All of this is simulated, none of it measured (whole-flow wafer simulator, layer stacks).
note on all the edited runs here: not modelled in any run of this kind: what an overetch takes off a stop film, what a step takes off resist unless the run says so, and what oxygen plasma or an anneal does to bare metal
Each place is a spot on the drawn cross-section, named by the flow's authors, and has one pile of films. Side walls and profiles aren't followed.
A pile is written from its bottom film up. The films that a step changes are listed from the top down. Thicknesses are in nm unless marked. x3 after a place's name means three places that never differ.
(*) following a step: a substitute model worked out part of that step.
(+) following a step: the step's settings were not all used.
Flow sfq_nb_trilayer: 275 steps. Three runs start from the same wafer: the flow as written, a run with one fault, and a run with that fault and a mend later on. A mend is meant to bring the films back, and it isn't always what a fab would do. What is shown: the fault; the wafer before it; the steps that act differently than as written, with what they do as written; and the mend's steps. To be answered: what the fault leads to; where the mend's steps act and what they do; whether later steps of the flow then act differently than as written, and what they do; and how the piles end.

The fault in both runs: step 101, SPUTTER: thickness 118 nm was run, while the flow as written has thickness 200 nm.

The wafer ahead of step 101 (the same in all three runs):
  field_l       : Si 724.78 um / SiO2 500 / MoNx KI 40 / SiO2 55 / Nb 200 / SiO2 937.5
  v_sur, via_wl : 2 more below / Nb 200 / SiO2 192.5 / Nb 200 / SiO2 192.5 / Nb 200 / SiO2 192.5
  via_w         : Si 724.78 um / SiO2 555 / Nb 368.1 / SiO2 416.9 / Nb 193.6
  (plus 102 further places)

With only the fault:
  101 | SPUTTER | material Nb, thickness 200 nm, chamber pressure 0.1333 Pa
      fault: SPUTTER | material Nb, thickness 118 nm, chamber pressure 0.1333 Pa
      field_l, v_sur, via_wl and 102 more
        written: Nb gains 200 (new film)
        fault: Nb gains 118 (new film)
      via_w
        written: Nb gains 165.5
        fault: Nb gains 97.3
  Steps further on in the flow that do not act as written (4 other steps are not shown; they differ only slightly, by no more than 2% or 0.5 nm, whichever is larger):
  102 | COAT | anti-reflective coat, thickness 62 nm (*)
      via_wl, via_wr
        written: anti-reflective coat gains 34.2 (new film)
        fault: anti-reflective coat gains 32.5 (new film)
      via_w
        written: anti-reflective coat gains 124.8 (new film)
        fault: anti-reflective coat gains 120.7 (new film)
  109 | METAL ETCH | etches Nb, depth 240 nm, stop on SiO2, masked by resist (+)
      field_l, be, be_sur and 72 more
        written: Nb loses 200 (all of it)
        fault: Nb loses 118 (all of it)
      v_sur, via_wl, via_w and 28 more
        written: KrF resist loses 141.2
        fault: KrF resist loses 104.1
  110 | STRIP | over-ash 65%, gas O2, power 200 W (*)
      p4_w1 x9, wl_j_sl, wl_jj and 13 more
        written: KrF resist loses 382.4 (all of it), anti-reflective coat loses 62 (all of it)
        fault: KrF resist loses 419.4 (all of it), anti-reflective coat loses 62 (all of it)
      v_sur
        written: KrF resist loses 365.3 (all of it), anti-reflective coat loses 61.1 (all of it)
        fault: KrF resist loses 403.2 (all of it), anti-reflective coat loses 60.8 (all of it)
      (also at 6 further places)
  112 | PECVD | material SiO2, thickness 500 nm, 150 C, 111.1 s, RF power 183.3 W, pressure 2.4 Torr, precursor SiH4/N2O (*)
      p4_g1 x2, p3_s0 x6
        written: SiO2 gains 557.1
        fault: SiO2 gains 500
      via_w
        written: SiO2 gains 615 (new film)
        fault: SiO2 gains 592.7 (new film)
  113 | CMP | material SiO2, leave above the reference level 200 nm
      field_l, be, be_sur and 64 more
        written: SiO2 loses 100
        fault: SiO2 loses 182
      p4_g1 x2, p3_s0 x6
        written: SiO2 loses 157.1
        fault: SiO2 loses 182
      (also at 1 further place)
  At field_l, v_sur, via_wl and 103 more, the piles at the end differ from the flow's by more than 2% or 0.5 nm, whichever is larger.
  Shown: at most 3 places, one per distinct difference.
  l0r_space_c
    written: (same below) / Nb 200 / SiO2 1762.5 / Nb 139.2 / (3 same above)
    fault: (same below) / Nb 200 / SiO2 1680.5 / Nb 139.2 / (3 same above)
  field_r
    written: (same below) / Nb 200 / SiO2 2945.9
    fault: (same below) / Nb 200 / SiO2 2863.9
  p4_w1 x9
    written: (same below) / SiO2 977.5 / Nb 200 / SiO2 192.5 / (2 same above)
    fault: (same below) / SiO2 977.5 / Nb 118 / SiO2 192.5 / (2 same above)

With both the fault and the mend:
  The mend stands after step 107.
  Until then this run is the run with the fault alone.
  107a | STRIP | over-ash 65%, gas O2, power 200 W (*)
      p4_fl x3, p4_g1 x2, p3_s0 x6 and 42 more
        anti-reflective coat loses 62 (all of it)
      p4_w1 x9, wl_j_sl, wl_jj and 13 more
        KrF resist loses 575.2 (all of it), anti-reflective coat loses 62 (all of it)
      r_sur, res, r_end and 9 more
        anti-reflective coat loses 61.8 (all of it)
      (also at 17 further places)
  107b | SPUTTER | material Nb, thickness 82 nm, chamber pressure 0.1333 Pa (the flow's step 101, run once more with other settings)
      field_l, v_sur, via_wl and 102 more
        Nb gains 82
      via_w
        Nb gains 65.6
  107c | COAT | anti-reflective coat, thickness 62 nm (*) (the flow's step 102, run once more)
      p4_fl x3, p4_w1 x9, p4_g1 x2 and 63 more
        anti-reflective coat gains 62 (new film)
      res, r_end, moat and 8 more
        anti-reflective coat gains 61.8 (new film)
      jj_sur, ce_l, c5j, ce_r, sp_r, be_r, r_sur
        anti-reflective coat gains 61.7 (new film)
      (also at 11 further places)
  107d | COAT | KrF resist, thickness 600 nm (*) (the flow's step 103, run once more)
      p4_fl x3, p4_w1 x9, p4_g1 x2 and 63 more
        KrF resist gains 600 (new film)
      r_end, moat, field_r, lsp_l, lsp_r, l0_sur
        KrF resist gains 599.4 (new film)
      be_r, r_sur, res, l0v
        KrF resist gains 599.3 (new film)
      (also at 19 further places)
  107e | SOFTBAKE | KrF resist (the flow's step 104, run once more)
      leaves every film unchanged at each place that is followed
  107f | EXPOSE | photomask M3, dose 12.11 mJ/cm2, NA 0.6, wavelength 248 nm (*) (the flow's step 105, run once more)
      leaves every film unchanged at each place that is followed
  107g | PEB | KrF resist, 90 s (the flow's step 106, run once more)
      wire, be, be_sur and 96 more
        KrF resist loses 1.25
      field_l, via_v
        KrF resist loses 1.24
      via_wl, via_wr
        KrF resist loses 1.26
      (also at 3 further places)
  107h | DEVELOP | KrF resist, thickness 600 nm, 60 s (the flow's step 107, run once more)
      p4_fl x3, p4_g1 x2, p3_s0 x6 and 42 more
        KrF resist loses 598.7 (all of it)
      v_sur, via_wl, via_w and 28 more
        KrF resist loses 23.5
      field_r, lsp_l, ln_m5, lsp_m, ln_m6, lsp_r, l0_sur
        KrF resist loses 598.2 (all of it)
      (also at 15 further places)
  None of the later steps of the flow differs from how it acts as written, at any place that is followed, by more than 2% or 0.5 nm, whichever is larger.
  At the end the piles are close to the flow's at the places that both follow, differing by at most 2% or 0.5 nm, whichever is larger.
